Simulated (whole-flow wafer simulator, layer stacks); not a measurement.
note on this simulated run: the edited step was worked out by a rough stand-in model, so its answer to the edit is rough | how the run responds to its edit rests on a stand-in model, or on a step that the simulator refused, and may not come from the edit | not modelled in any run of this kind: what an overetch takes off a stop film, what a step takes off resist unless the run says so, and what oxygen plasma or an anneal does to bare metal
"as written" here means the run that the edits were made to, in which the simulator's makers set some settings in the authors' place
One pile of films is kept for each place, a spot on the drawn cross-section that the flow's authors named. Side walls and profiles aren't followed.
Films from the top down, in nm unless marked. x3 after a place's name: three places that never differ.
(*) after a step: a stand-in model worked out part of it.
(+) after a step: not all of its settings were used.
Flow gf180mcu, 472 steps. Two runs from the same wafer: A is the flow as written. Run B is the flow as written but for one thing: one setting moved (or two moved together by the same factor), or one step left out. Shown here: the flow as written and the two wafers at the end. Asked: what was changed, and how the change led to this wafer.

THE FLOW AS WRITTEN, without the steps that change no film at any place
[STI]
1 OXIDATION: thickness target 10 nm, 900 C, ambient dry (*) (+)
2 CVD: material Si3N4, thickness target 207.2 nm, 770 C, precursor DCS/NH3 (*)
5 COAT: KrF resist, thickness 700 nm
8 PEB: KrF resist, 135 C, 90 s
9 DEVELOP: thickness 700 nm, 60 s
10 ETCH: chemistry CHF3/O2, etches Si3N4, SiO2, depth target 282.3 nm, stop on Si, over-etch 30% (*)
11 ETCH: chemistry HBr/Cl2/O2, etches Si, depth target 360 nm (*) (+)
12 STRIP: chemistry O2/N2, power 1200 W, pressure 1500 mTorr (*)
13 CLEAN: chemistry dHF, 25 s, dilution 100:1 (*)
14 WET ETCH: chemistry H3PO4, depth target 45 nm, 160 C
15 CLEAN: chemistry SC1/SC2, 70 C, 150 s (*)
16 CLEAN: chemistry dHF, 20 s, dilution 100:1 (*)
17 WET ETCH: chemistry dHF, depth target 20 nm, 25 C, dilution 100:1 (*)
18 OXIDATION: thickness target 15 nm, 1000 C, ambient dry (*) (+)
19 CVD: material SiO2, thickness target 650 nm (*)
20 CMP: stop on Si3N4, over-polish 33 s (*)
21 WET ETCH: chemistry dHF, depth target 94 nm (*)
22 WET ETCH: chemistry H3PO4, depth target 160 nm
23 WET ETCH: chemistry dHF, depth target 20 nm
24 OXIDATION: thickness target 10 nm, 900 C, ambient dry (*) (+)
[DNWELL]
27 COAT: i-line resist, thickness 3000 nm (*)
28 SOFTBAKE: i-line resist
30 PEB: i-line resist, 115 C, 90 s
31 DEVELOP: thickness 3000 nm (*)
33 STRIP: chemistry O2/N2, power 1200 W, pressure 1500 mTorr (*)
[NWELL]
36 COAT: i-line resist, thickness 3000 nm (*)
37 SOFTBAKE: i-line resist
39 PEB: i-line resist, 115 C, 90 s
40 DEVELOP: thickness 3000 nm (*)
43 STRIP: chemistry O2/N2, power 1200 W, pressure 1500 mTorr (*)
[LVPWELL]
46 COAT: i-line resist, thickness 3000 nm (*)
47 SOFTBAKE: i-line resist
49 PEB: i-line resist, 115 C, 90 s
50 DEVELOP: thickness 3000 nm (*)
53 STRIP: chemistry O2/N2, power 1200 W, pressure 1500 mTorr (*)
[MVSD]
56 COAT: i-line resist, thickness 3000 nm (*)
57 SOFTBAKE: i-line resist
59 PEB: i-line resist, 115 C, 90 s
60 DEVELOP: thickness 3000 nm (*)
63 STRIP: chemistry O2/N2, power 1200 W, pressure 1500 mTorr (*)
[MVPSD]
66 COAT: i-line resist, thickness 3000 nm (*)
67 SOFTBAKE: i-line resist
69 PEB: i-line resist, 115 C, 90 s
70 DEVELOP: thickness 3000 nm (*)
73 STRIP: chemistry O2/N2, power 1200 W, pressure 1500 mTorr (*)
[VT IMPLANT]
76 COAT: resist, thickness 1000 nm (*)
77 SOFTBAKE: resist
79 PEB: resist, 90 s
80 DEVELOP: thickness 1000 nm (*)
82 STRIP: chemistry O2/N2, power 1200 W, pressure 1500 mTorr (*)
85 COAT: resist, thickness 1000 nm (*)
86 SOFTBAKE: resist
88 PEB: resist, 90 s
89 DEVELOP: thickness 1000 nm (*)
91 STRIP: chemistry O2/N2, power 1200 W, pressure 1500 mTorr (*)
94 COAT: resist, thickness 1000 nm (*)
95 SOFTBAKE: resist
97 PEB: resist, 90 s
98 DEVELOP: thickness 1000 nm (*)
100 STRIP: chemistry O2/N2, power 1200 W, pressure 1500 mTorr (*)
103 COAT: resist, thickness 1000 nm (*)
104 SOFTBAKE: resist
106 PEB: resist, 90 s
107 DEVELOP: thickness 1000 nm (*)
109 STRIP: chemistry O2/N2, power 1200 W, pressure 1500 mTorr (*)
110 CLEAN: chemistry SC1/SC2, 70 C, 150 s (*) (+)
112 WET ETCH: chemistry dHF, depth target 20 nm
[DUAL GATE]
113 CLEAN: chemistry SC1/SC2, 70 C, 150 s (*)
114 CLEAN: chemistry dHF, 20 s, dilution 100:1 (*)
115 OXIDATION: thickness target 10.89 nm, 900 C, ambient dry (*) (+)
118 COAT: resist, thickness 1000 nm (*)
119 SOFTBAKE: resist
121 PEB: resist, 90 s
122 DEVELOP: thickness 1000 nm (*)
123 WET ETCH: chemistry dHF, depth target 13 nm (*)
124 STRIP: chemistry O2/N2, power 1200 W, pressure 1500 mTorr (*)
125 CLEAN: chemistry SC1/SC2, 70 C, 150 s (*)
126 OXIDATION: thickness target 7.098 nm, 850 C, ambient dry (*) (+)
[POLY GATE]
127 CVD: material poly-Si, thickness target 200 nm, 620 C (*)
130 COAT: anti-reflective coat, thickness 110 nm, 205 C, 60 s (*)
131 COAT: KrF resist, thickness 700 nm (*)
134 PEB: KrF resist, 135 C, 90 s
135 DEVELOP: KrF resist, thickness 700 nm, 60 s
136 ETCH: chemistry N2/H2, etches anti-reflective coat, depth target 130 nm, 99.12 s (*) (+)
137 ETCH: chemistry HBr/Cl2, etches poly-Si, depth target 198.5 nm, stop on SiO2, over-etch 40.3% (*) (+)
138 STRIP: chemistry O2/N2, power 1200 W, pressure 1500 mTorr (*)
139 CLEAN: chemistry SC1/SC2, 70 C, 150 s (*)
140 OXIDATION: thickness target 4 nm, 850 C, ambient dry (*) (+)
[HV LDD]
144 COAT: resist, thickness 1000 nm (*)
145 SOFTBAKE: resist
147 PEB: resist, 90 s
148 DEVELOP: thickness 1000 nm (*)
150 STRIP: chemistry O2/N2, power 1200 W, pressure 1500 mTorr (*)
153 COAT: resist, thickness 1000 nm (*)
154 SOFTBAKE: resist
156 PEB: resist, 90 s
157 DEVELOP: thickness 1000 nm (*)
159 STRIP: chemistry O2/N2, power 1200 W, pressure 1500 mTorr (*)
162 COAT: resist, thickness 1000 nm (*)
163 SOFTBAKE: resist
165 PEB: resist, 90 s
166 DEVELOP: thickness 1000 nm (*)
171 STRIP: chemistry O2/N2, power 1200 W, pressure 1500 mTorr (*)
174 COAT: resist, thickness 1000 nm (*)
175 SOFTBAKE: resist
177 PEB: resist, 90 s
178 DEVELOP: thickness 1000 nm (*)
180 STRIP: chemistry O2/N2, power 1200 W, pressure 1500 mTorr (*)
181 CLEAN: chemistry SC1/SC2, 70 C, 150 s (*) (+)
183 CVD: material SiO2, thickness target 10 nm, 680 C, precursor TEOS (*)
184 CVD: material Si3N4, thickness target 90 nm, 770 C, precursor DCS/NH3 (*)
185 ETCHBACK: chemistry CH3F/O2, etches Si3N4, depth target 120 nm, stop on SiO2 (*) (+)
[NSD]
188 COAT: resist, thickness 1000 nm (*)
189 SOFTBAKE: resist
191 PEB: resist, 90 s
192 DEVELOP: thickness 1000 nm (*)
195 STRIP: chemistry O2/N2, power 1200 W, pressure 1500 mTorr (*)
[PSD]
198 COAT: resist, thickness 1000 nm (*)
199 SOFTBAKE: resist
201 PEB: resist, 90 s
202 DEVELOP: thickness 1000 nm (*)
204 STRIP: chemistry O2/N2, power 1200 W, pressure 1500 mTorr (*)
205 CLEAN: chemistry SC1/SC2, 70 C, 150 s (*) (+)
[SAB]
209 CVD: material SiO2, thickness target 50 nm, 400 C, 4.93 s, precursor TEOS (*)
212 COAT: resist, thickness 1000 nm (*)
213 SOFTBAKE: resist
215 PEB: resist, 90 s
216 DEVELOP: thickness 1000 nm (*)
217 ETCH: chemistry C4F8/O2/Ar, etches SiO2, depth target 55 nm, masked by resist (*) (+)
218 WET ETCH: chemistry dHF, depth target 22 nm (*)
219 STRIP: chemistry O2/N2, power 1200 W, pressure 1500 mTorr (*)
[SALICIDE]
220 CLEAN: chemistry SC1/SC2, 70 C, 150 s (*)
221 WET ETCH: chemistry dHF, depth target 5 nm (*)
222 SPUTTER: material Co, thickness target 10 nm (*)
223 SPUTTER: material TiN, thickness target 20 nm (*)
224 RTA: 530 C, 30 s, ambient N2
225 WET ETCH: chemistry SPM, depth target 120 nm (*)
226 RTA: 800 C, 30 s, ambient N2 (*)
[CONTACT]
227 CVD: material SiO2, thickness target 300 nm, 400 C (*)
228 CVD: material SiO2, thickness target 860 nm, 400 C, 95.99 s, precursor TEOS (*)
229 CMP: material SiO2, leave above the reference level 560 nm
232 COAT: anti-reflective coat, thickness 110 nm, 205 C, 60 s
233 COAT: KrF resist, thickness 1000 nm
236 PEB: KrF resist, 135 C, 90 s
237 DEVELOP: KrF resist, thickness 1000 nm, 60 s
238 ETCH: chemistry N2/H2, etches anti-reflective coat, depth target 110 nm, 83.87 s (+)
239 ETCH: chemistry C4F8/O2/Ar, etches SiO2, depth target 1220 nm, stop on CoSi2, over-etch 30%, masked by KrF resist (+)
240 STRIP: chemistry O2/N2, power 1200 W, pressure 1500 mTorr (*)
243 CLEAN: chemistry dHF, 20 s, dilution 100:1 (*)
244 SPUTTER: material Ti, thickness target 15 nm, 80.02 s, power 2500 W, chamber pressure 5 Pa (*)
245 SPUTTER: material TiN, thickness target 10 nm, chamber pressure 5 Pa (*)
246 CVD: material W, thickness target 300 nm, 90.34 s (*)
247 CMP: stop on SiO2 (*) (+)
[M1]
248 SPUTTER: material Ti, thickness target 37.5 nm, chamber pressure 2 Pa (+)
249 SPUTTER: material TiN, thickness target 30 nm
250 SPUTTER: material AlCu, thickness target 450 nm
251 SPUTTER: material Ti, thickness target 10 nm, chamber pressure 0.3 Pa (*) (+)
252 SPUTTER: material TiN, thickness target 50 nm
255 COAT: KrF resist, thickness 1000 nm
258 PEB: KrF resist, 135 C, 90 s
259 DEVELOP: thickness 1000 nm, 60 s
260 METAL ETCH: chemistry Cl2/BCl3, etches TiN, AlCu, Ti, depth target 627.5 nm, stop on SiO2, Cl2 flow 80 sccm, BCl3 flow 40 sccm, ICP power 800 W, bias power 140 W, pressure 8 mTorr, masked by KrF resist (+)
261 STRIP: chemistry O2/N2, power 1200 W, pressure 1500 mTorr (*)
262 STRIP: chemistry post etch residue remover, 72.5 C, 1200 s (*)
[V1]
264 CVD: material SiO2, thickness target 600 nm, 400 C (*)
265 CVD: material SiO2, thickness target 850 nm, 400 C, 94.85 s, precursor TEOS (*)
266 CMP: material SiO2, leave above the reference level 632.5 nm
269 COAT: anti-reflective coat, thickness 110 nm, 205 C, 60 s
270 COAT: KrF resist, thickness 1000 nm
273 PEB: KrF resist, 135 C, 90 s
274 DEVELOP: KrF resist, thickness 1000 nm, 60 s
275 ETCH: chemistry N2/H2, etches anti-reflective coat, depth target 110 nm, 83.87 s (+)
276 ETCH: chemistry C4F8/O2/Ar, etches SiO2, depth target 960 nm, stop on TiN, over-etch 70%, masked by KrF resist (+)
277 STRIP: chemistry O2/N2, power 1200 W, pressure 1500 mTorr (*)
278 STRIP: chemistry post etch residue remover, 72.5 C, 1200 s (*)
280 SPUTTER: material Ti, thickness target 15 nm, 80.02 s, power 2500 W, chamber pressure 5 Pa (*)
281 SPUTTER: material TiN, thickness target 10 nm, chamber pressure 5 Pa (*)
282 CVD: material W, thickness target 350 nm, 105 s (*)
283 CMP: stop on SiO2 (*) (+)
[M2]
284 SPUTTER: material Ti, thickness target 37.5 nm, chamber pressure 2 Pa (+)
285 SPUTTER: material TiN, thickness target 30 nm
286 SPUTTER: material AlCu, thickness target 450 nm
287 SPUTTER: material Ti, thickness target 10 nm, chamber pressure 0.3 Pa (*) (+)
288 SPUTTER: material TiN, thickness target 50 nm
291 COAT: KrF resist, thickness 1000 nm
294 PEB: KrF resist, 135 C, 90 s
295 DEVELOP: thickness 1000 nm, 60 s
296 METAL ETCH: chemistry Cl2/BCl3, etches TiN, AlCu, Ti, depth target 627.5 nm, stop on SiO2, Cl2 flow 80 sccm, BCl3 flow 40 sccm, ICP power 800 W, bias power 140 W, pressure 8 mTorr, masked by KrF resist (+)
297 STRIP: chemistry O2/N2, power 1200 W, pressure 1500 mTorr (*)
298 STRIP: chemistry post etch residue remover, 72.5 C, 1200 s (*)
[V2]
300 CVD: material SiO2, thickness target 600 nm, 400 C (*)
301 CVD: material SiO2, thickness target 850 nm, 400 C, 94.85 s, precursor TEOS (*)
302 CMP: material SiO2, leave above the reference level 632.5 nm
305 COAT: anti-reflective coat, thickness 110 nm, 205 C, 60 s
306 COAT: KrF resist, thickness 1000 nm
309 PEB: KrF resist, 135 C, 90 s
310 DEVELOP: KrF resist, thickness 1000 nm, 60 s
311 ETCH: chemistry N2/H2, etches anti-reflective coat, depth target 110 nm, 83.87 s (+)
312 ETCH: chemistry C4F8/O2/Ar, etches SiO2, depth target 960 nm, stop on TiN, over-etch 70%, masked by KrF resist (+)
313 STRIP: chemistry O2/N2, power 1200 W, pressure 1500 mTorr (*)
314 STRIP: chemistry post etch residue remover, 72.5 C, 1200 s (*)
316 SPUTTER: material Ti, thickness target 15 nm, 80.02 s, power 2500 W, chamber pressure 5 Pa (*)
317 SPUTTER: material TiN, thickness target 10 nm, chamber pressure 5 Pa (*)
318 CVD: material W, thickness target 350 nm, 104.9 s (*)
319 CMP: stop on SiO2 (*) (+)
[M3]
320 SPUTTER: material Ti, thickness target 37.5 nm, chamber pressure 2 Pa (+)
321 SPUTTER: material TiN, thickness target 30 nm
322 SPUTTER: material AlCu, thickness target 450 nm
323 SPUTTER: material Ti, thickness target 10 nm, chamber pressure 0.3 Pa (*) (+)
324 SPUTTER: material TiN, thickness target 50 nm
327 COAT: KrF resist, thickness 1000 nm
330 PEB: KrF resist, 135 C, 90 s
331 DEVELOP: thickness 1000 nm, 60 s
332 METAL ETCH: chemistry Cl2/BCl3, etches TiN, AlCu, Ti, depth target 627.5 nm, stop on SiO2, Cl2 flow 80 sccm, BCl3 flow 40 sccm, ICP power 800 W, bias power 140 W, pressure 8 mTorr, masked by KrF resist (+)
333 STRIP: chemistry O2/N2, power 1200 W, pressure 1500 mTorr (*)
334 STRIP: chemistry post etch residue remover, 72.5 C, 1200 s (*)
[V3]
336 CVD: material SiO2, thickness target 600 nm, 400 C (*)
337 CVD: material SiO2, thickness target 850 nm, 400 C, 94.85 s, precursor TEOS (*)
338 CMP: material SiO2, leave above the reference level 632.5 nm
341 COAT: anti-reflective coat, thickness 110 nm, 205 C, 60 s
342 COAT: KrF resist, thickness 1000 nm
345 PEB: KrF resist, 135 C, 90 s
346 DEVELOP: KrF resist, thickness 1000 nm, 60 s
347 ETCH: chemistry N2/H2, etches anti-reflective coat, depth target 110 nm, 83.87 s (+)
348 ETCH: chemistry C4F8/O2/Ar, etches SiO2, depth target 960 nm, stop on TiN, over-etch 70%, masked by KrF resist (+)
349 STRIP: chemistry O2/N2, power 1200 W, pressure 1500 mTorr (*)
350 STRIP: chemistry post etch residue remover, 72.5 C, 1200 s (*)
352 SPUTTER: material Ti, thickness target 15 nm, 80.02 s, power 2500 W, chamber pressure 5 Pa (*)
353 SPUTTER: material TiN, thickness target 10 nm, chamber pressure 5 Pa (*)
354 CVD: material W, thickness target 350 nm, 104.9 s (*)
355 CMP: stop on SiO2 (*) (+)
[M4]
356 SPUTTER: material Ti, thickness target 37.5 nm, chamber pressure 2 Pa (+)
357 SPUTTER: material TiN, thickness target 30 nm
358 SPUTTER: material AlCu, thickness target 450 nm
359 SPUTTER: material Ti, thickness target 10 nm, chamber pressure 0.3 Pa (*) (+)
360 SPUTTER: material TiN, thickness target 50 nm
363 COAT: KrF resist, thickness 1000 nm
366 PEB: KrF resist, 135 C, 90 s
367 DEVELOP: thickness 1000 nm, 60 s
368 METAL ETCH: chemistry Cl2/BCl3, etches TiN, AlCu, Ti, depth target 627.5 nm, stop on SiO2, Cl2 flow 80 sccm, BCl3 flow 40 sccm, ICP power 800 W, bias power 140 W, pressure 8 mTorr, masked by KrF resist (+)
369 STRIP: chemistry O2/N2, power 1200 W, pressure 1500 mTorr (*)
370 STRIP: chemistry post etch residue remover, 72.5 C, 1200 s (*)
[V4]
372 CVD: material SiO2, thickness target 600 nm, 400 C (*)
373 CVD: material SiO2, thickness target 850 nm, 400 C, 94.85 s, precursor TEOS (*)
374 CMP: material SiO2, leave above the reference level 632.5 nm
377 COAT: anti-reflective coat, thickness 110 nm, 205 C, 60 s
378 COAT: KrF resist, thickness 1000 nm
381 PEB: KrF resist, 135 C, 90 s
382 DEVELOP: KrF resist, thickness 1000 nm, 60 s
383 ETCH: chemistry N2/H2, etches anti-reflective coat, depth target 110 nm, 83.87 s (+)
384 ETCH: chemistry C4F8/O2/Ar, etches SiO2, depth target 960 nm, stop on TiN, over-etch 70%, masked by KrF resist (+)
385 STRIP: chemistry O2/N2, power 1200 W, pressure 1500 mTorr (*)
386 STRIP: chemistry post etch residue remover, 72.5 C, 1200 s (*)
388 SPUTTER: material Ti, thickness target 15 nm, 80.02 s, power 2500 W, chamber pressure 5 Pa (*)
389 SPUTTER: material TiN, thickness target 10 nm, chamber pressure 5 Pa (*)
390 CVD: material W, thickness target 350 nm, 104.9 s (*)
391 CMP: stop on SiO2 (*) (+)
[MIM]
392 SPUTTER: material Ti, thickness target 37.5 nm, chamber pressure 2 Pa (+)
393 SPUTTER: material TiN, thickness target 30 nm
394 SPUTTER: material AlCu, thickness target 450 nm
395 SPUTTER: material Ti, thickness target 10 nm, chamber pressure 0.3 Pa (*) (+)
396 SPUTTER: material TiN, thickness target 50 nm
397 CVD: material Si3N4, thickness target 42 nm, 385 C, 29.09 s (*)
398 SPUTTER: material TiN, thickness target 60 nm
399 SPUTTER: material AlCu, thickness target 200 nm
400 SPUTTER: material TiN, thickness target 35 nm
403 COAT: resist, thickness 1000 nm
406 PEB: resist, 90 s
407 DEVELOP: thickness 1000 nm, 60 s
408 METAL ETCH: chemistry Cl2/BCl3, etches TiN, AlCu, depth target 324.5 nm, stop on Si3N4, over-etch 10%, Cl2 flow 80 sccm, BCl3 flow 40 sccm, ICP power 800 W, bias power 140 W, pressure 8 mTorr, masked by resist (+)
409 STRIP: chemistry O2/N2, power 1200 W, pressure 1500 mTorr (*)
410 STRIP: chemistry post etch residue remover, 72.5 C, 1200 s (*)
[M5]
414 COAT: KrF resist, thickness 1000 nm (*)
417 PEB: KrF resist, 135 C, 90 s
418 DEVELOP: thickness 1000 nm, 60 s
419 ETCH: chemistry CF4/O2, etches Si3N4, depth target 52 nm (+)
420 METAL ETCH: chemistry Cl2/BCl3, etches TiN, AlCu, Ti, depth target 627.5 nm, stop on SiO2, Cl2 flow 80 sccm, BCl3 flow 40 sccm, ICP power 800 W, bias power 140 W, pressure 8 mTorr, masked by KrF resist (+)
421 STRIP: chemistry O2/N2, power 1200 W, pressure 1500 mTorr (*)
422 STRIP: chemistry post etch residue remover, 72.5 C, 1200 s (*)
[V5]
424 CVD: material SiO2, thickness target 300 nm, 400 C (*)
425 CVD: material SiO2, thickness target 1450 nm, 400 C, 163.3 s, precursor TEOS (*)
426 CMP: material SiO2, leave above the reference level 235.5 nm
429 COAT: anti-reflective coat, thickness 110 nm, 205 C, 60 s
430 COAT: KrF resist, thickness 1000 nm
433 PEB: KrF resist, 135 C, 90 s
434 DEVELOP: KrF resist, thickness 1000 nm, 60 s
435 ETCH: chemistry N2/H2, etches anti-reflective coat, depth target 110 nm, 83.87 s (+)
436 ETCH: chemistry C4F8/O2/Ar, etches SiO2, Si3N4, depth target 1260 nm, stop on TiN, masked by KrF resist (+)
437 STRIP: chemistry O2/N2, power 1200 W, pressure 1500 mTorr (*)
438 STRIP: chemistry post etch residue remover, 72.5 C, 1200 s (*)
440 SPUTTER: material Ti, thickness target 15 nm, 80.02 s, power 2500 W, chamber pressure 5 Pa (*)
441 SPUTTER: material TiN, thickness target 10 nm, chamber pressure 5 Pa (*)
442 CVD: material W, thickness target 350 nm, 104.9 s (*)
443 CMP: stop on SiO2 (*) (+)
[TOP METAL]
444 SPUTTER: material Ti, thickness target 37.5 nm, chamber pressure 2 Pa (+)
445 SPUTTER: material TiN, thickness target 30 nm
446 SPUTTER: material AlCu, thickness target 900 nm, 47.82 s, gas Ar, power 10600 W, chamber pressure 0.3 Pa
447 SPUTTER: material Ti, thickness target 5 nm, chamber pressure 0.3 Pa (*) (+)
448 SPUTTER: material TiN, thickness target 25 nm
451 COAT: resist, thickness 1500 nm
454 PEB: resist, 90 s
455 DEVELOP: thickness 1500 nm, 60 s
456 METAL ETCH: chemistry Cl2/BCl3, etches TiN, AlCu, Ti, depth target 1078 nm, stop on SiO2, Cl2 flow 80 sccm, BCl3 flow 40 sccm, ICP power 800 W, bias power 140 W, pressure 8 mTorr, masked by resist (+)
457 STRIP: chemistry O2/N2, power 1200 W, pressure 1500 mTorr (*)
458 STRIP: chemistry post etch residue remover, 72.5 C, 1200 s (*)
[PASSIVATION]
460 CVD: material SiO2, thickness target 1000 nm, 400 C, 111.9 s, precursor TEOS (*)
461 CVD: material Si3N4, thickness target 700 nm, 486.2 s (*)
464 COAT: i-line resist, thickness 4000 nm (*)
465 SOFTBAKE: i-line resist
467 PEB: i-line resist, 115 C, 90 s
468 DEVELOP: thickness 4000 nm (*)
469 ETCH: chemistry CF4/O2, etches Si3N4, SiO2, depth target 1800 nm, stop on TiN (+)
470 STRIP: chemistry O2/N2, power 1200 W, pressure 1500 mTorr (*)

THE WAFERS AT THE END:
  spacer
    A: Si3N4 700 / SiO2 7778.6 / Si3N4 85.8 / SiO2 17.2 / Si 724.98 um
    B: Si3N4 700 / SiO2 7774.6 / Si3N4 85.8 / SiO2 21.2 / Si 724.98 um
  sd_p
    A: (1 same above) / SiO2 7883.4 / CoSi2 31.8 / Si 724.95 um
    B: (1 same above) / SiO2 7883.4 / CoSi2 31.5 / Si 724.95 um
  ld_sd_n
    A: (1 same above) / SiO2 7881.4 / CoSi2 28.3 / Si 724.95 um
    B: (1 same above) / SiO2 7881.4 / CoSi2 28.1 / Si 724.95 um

The cause: step 183, CVD: thickness target 14 nm was run, where the flow has thickness target 10 nm.

How the change led to this, step by step:
  183 CVD: material SiO2, thickness target 10 nm, 680 C, precursor TEOS (*)
      field, field__w1, field__w2 and 99 more: A SiO2 +10 | B SiO2 +14
      ld_drift_p: A SiO2 +9.87 | B SiO2 +13.8
      (and at 1 more place)
  189 SOFTBAKE: resist
      field__w9: A resist +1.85 | B resist -1.06
  199 SOFTBAKE: resist
      field__w9: A resist +1.85 | B resist -1.06
  218 WET ETCH: chemistry dHF, depth target 22 nm (*)
      gate, gate_hv, gate_p and 23 more: A SiO2 -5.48 (all of it) | B SiO2 -9.48 (all of it)
      field, field__w10, sti and 14 more: A SiO2 -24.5 | B SiO2 -25.1
      (and at 54 more places)
